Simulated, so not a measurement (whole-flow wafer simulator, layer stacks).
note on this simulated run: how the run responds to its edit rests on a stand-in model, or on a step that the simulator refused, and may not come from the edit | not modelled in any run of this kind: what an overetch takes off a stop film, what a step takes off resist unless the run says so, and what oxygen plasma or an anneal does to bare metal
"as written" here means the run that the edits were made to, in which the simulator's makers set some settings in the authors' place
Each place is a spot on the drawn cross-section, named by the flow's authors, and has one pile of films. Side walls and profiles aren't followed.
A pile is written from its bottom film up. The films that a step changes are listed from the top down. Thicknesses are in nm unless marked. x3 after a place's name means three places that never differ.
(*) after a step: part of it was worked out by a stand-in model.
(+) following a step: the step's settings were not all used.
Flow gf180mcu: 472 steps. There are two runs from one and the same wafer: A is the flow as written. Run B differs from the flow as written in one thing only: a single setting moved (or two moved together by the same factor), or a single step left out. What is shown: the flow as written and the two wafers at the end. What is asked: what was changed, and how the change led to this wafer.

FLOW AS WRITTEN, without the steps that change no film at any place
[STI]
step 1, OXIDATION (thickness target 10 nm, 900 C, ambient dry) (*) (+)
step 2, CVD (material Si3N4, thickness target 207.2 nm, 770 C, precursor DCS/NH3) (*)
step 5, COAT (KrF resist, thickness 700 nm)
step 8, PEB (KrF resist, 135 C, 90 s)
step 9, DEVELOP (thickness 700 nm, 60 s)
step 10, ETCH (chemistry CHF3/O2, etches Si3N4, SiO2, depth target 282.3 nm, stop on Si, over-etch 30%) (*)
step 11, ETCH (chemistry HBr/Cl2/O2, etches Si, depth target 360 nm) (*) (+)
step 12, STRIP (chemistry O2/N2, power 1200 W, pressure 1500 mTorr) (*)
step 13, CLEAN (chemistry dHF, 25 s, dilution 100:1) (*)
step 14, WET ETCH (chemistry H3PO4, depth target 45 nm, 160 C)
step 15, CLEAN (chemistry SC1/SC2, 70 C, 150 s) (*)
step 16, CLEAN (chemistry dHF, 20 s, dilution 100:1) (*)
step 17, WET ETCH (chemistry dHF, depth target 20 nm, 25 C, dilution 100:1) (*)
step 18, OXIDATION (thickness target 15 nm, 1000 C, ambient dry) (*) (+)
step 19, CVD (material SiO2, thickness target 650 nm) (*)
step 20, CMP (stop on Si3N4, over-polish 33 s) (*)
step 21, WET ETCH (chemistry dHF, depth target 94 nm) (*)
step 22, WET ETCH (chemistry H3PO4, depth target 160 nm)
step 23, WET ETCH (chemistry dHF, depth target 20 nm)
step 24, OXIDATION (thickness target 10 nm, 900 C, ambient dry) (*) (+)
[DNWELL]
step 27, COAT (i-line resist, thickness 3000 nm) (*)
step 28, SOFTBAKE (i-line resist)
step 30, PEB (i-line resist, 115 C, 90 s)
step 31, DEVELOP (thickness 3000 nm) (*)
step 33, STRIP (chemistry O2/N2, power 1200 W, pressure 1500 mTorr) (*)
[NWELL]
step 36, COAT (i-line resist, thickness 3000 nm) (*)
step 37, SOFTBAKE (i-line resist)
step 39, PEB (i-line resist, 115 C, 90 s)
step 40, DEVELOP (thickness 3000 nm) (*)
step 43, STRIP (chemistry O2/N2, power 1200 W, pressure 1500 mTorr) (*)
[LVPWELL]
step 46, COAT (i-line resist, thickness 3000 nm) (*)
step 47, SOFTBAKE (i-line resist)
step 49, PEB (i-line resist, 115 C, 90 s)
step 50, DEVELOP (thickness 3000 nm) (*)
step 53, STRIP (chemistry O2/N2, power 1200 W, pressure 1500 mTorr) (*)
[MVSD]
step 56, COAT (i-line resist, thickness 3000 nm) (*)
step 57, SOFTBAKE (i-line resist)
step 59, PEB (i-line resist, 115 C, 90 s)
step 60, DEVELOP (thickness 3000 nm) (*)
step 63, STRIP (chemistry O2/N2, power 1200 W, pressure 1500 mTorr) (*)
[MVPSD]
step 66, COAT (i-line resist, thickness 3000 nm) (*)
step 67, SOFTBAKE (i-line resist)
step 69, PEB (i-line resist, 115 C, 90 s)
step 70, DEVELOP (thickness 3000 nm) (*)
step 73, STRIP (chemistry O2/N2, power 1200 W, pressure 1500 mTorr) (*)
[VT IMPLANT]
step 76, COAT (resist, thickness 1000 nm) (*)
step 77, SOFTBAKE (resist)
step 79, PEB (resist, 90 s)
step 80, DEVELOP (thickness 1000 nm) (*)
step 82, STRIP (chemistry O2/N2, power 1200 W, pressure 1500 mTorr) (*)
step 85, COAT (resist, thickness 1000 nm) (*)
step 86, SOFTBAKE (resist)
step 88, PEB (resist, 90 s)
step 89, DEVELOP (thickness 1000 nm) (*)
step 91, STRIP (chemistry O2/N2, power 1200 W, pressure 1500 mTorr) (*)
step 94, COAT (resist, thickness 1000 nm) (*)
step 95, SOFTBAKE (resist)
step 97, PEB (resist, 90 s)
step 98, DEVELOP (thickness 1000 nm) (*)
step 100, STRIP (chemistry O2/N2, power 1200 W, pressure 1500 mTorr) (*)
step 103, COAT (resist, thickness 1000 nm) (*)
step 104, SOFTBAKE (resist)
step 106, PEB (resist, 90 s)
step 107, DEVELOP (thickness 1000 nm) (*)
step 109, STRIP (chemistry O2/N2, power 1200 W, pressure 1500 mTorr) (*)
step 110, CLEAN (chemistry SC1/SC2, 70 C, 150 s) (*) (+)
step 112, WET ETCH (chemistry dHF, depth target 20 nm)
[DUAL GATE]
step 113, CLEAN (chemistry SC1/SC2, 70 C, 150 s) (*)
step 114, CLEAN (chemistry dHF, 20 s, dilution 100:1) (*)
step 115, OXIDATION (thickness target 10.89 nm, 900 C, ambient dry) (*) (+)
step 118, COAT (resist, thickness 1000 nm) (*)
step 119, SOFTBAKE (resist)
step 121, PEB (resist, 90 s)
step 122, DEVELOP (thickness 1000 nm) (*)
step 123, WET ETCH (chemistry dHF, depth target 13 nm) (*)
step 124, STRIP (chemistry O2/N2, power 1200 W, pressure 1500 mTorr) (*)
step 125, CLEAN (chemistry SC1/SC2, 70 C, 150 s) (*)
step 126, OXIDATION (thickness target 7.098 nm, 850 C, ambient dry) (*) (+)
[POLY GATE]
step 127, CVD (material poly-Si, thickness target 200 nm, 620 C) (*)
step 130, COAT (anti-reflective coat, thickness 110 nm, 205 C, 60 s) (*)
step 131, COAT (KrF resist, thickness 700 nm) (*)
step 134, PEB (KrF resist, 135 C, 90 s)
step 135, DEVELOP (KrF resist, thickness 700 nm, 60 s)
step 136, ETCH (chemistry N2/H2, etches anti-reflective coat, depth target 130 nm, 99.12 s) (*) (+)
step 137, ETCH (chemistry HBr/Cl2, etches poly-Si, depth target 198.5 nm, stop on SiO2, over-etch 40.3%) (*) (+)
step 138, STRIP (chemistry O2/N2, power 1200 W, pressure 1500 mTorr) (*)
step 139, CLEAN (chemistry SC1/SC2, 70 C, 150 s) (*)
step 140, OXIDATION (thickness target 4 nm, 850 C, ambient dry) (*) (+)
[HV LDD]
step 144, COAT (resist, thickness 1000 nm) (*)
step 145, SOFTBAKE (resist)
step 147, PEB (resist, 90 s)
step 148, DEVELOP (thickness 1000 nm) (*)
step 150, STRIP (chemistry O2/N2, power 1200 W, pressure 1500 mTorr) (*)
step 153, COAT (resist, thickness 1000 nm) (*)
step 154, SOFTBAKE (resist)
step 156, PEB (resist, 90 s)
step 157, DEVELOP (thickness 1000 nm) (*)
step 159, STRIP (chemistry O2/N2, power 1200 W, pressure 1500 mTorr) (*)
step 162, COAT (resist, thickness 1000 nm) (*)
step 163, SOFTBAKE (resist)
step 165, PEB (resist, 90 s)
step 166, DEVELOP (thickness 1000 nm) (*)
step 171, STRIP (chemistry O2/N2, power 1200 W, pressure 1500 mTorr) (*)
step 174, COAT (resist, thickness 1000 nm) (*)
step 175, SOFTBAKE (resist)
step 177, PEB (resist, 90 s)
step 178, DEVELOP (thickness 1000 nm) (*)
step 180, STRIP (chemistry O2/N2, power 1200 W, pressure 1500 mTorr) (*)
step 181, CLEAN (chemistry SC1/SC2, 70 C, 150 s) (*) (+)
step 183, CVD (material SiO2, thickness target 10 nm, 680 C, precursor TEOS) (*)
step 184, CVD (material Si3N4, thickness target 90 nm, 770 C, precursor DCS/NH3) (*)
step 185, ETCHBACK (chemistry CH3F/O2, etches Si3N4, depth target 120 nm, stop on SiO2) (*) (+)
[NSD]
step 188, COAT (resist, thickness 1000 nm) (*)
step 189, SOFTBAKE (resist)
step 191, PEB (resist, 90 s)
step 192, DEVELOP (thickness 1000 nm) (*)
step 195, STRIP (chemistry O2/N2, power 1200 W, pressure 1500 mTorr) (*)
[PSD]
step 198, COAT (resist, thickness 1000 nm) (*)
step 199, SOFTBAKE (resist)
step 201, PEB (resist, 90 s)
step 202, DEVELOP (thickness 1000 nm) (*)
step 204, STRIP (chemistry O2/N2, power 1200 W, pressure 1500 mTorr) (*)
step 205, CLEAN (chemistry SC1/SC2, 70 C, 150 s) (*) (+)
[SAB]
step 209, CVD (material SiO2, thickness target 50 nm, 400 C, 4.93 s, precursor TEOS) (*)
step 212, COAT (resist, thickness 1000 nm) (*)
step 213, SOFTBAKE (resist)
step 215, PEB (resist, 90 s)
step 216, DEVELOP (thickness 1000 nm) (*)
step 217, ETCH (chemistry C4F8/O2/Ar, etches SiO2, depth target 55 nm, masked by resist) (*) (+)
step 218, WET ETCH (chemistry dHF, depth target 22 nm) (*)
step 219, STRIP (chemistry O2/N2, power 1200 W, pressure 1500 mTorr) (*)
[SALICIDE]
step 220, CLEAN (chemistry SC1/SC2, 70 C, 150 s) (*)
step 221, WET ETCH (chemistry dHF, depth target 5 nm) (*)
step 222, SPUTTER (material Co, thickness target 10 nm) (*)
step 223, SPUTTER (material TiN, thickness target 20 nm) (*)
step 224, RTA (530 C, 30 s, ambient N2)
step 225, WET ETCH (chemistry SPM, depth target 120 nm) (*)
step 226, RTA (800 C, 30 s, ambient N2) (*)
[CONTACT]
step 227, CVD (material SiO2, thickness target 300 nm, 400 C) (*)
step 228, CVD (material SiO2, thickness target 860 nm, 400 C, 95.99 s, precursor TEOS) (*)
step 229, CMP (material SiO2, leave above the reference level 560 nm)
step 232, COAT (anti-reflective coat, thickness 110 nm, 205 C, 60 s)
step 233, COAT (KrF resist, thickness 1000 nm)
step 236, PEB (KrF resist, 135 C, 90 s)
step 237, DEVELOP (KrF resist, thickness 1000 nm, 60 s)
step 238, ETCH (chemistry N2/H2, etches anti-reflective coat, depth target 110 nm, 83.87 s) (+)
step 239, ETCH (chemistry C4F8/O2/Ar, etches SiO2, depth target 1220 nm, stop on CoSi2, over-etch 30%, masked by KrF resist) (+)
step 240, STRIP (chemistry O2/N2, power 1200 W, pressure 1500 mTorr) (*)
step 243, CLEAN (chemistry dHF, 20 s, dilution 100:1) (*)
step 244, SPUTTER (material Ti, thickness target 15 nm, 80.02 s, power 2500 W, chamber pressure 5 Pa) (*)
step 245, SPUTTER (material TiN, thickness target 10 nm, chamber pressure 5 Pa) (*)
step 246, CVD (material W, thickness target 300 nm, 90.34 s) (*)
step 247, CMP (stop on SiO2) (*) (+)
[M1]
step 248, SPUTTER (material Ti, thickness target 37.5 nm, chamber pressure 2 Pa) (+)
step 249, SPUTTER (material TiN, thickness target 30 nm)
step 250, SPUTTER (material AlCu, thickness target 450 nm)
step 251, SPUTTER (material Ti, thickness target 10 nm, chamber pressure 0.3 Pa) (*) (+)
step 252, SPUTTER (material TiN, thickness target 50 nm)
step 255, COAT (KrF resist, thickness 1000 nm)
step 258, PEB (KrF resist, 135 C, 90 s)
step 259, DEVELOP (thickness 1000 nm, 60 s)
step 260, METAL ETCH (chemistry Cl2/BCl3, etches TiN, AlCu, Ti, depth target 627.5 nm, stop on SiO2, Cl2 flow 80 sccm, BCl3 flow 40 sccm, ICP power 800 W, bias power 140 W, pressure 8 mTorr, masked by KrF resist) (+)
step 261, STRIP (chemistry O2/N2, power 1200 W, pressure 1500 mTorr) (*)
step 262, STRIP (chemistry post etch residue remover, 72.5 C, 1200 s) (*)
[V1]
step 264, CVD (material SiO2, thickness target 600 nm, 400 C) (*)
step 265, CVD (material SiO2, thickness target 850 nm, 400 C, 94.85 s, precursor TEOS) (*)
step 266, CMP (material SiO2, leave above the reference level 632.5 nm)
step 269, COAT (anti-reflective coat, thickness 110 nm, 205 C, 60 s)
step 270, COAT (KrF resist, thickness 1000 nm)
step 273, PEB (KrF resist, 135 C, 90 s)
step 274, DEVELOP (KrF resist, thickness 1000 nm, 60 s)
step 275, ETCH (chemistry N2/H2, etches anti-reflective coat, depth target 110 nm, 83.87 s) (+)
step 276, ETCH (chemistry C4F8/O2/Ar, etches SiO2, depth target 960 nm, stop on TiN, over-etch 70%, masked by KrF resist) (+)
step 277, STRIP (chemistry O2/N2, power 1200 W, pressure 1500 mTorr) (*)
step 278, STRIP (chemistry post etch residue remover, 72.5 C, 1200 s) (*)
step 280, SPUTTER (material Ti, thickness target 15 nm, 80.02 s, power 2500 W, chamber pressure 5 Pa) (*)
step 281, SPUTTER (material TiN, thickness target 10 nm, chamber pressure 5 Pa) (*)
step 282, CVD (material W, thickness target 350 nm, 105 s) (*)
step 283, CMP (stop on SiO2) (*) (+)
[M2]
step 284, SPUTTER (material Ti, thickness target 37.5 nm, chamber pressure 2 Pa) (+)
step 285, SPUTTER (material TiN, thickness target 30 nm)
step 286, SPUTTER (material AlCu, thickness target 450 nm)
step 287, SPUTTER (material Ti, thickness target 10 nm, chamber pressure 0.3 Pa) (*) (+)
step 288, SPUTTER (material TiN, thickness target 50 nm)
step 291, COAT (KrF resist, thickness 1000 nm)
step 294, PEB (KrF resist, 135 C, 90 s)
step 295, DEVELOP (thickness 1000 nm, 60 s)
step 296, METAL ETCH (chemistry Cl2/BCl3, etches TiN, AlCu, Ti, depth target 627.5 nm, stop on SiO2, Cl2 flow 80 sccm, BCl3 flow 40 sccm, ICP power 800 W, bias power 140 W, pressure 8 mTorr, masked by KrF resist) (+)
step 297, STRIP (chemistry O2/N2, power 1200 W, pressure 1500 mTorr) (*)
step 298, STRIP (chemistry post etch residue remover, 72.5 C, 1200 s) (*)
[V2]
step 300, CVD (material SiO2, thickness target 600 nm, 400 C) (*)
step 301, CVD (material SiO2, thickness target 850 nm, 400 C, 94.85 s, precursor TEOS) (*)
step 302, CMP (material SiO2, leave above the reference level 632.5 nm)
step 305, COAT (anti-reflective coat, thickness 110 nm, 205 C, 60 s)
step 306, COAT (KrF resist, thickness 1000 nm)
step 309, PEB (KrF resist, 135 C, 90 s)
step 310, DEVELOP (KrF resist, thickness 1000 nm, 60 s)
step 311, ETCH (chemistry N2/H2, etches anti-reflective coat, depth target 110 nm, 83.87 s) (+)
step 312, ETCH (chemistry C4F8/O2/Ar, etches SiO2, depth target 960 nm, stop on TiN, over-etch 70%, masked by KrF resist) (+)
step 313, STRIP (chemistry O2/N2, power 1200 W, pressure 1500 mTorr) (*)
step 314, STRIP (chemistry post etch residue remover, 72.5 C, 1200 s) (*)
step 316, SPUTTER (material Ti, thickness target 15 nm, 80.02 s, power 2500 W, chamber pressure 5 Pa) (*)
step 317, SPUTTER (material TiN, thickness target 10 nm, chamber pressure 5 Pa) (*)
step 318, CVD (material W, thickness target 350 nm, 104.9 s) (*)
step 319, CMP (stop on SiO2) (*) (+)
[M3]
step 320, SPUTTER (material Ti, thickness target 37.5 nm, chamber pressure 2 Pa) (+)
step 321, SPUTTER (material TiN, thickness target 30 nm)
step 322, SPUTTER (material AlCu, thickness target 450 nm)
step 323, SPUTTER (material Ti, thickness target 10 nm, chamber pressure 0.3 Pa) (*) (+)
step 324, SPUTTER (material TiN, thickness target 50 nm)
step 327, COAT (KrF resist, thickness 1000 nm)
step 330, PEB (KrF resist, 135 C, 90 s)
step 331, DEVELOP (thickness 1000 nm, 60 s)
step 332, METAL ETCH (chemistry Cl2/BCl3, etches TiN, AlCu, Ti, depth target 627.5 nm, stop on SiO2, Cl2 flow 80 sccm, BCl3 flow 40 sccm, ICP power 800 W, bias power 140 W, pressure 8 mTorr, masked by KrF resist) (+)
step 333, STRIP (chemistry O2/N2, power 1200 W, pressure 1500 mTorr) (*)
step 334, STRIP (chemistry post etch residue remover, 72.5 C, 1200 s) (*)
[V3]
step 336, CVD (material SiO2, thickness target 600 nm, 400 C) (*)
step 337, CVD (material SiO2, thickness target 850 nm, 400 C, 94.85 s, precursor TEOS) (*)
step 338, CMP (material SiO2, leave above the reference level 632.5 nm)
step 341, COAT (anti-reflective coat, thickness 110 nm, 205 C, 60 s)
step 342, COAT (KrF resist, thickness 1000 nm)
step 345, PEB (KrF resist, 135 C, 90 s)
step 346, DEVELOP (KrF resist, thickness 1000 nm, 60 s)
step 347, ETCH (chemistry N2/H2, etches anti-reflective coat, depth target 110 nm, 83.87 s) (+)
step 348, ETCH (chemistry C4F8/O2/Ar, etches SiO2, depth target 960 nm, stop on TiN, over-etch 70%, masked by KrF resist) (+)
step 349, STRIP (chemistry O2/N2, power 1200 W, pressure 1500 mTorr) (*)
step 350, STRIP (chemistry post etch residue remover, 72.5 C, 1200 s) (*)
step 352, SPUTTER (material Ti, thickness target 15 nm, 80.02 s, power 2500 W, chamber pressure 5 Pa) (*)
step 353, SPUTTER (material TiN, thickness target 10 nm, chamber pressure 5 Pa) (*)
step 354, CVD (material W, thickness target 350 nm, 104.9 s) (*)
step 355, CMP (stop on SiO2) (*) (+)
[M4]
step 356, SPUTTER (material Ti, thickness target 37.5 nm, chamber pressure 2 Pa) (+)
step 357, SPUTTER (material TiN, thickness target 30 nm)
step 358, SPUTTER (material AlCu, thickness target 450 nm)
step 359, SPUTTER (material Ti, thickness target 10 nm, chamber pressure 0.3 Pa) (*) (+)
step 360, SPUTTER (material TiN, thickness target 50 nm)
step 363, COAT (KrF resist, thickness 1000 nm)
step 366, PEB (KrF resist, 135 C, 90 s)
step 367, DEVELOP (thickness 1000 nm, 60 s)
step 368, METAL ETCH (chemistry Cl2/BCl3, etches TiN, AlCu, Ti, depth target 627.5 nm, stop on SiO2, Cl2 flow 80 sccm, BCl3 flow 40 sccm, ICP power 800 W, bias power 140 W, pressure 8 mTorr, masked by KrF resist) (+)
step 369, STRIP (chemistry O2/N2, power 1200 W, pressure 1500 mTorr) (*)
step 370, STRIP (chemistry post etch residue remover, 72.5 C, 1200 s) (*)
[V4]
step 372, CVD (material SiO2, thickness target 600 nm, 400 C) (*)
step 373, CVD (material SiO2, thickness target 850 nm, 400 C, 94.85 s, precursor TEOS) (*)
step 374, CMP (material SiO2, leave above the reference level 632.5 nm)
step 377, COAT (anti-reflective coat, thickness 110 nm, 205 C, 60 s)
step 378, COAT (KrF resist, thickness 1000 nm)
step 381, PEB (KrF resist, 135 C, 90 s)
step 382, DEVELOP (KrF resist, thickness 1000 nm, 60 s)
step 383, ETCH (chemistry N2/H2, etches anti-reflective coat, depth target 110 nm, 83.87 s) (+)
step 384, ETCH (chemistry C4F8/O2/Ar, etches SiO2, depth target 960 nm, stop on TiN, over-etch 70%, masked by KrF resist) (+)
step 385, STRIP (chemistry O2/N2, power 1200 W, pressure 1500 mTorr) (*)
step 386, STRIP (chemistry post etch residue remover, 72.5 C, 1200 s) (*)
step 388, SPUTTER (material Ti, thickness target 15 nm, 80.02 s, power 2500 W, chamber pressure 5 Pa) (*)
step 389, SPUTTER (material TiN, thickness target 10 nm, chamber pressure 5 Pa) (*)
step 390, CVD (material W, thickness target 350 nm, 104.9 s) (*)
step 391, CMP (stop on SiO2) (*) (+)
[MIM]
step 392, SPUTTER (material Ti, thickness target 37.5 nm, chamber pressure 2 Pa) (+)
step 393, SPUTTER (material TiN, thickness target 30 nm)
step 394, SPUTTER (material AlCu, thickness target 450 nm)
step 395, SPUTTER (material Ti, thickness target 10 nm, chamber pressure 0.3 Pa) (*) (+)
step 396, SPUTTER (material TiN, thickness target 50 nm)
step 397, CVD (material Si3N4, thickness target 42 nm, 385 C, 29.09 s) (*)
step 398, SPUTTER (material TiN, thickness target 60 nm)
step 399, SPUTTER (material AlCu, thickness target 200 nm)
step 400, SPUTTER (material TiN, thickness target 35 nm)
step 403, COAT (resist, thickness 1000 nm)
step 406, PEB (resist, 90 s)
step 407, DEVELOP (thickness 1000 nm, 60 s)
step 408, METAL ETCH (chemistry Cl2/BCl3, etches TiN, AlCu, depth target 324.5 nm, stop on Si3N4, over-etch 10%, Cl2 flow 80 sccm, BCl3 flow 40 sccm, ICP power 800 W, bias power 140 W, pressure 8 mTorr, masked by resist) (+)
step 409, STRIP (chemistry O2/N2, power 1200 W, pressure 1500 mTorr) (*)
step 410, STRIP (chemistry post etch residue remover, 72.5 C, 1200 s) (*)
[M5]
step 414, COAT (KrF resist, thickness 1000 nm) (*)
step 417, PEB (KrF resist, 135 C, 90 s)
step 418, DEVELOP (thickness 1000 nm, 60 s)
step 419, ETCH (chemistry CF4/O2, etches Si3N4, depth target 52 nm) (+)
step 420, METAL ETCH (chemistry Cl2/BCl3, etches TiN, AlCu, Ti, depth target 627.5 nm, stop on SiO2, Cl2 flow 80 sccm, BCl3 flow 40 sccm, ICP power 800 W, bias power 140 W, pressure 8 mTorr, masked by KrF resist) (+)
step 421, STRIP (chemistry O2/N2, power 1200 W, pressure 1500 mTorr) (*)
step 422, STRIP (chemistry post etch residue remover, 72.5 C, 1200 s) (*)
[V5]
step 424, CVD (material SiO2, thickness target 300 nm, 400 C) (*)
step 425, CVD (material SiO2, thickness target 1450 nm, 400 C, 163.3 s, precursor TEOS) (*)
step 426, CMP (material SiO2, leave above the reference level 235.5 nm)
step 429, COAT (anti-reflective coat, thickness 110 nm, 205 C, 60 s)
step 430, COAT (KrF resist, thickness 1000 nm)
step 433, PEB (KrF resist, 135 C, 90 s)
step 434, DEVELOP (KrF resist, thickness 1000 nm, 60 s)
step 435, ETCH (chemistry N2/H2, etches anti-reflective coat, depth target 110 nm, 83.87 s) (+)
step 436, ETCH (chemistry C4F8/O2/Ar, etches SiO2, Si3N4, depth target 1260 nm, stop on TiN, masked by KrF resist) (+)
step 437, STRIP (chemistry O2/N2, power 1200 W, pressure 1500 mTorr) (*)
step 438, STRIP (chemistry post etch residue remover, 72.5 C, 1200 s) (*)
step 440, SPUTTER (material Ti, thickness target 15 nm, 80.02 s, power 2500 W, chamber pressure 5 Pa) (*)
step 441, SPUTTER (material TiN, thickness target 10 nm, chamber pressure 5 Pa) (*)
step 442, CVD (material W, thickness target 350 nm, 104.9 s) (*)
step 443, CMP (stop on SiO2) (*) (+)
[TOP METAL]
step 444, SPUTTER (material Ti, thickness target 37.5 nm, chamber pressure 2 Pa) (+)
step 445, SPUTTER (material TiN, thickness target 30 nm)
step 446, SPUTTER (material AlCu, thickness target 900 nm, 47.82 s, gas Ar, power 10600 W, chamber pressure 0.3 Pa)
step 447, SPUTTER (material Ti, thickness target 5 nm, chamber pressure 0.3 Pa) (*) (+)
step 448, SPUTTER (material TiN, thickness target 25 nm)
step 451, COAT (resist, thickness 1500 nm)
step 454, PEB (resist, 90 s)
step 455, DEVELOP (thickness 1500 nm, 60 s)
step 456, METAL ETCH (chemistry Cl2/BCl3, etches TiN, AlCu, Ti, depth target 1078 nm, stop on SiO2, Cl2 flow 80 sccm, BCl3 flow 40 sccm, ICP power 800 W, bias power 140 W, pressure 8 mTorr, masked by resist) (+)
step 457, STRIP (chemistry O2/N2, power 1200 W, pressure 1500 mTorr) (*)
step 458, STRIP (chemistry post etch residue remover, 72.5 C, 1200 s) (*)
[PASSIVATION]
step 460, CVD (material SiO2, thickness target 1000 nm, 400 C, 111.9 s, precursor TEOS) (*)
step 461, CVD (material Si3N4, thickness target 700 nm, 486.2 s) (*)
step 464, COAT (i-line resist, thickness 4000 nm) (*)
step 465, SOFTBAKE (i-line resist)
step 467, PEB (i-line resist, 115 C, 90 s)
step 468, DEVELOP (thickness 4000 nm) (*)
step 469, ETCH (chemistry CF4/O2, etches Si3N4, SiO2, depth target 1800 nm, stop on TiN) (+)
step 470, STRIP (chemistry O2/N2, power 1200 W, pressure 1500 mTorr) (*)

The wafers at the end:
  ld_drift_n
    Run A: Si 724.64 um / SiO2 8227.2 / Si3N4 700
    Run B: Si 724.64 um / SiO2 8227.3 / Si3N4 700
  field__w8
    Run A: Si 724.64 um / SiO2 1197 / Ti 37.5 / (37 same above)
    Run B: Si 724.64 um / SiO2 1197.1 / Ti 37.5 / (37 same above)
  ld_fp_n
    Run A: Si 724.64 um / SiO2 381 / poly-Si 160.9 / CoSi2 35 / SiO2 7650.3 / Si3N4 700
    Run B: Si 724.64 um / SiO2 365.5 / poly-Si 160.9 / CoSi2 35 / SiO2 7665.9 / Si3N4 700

The reason: step 23, WET ETCH: depth target 32 nm was run, whereas the flow has depth target 20 nm.

The path from the change to this, step by step:
  step 23, WET ETCH (chemistry dHF, depth target 20 nm)
      field, field_sub, sti and 34 more: A SiO2 loses 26 | B SiO2 loses 41.6
  step 28, SOFTBAKE (i-line resist)
      nw_enc_fld: A i-line resist loses 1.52 | B i-line resist gains 2.14
      ldp_dft, ldp_drn: A i-line resist gains 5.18 | B i-line resist gains 3.19
      (and at 51 other places as well)
  step 37, SOFTBAKE (i-line resist)
      nw_enc_fld: A i-line resist loses 1.52 | B i-line resist gains 2.14
      ldp_dft, ldp_drn: A i-line resist gains 5.18 | B i-line resist gains 3.19
      (and at 51 other places as well)
  step 47, SOFTBAKE (i-line resist)
      nw_enc_fld: A i-line resist loses 1.52 | B i-line resist gains 2.14
      ldp_dft, ldp_drn: A i-line resist gains 5.18 | B i-line resist gains 3.19
      (and at 51 other places as well)
  step 57, SOFTBAKE (i-line resist)
      nw_enc_fld: A i-line resist loses 1.52 | B i-line resist gains 2.14
      ldp_dft, ldp_drn: A i-line resist gains 5.18 | B i-line resist gains 3.19
      (and at 51 other places as well)
  step 67, SOFTBAKE (i-line resist)
      nw_enc_fld: A i-line resist loses 1.52 | B i-line resist gains 2.14
      ldp_dft, ldp_drn: A i-line resist gains 5.18 | B i-line resist gains 3.19
      (and at 51 other places as well)
  step 130, COAT (anti-reflective coat, thickness 110 nm, 205 C, 60 s) (*)
      p_well, spacer, sd_n: A anti-reflective coat gains 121 (new film) | B anti-reflective coat gains 106 (new film)
      field__w1: A anti-reflective coat gains 99.6 (new film) | B anti-reflective coat gains 108.8 (new film)
      (and at 71 other places as well)
  step 136, ETCH (chemistry N2/H2, etches anti-reflective coat, depth target 130 nm, 99.12 s) (*) (+)
      p_well, spacer, sd_n: A anti-reflective coat loses 121 (all of it), poly-Si loses 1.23 | B anti-reflective coat loses 106 (all of it), poly-Si loses 1.61
      field__w1: A anti-reflective coat loses 99.6 (all of it), poly-Si loses 1.78 | B anti-reflective coat loses 108.8 (all of it), poly-Si loses 1.54
      (and at 50 other places as well)
  step 138, STRIP (chemistry O2/N2, power 1200 W, pressure 1500 mTorr) (*)
      gate: A chemical SiO2 gains 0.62 (new film), KrF resist loses 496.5 (all of it), anti-reflective coat loses 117 (all of it), poly-Si loses 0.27 | B chemical SiO2 gains 0.62 (new film), KrF resist loses 495.2 (all of it), anti-reflective coat loses 110.2 (all of it), poly-Si loses 0.27
      gate_hv: A chemical SiO2 gains 0.62 (new film), KrF resist loses 495.3 (all of it), anti-reflective coat loses 109.8 (all of it), poly-Si loses 0.27 | B chemical SiO2 gains 0.62 (new film), KrF resist loses 492.6 (all of it), anti-reflective coat loses 106 (all of it), poly-Si loses 0.27
      (and at 19 other places as well)
  step 144, COAT (resist, thickness 1000 nm) (*)
      field__w6: A resist gains 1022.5 (new film) | B resist gains 1054 (new film)
  step 145, SOFTBAKE (resist)
      field: A nothing | B resist gains 0.7
      nw_enc_fld_lv__w3: A resist gains 0.39 | B resist loses 0.39
      (and at 2 other places as well)
  step 147, PEB (resist, 90 s)
      field__w6: A resist loses 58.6 | B resist loses 60.7
  step 150, STRIP (chemistry O2/N2, power 1200 W, pressure 1500 mTorr) (*)
      field__w6: A resist loses 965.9 (all of it) | B resist loses 996.6 (all of it)
  step 153, COAT (resist, thickness 1000 nm) (*)
      field__w6: A resist gains 1022.5 (new film) | B resist gains 1054 (new film)
  step 154, SOFTBAKE (resist)
      field: A nothing | B resist gains 0.7
      nw_enc_fld_lv__w3: A resist gains 0.39 | B resist loses 0.39
      (and at 2 other places as well)
  step 156, PEB (resist, 90 s)
      field__w6: A resist loses 58.6 | B resist loses 60.7
  ... 22 further steps ...
  step 239, ETCH (chemistry C4F8/O2/Ar, etches SiO2, depth target 1220 nm, stop on CoSi2, over-etch 30%, masked by KrF resist) (+)
      polyc_n, polyc_p: A SiO2 loses 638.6 (all of it) | B SiO2 loses 654.1 (all of it)
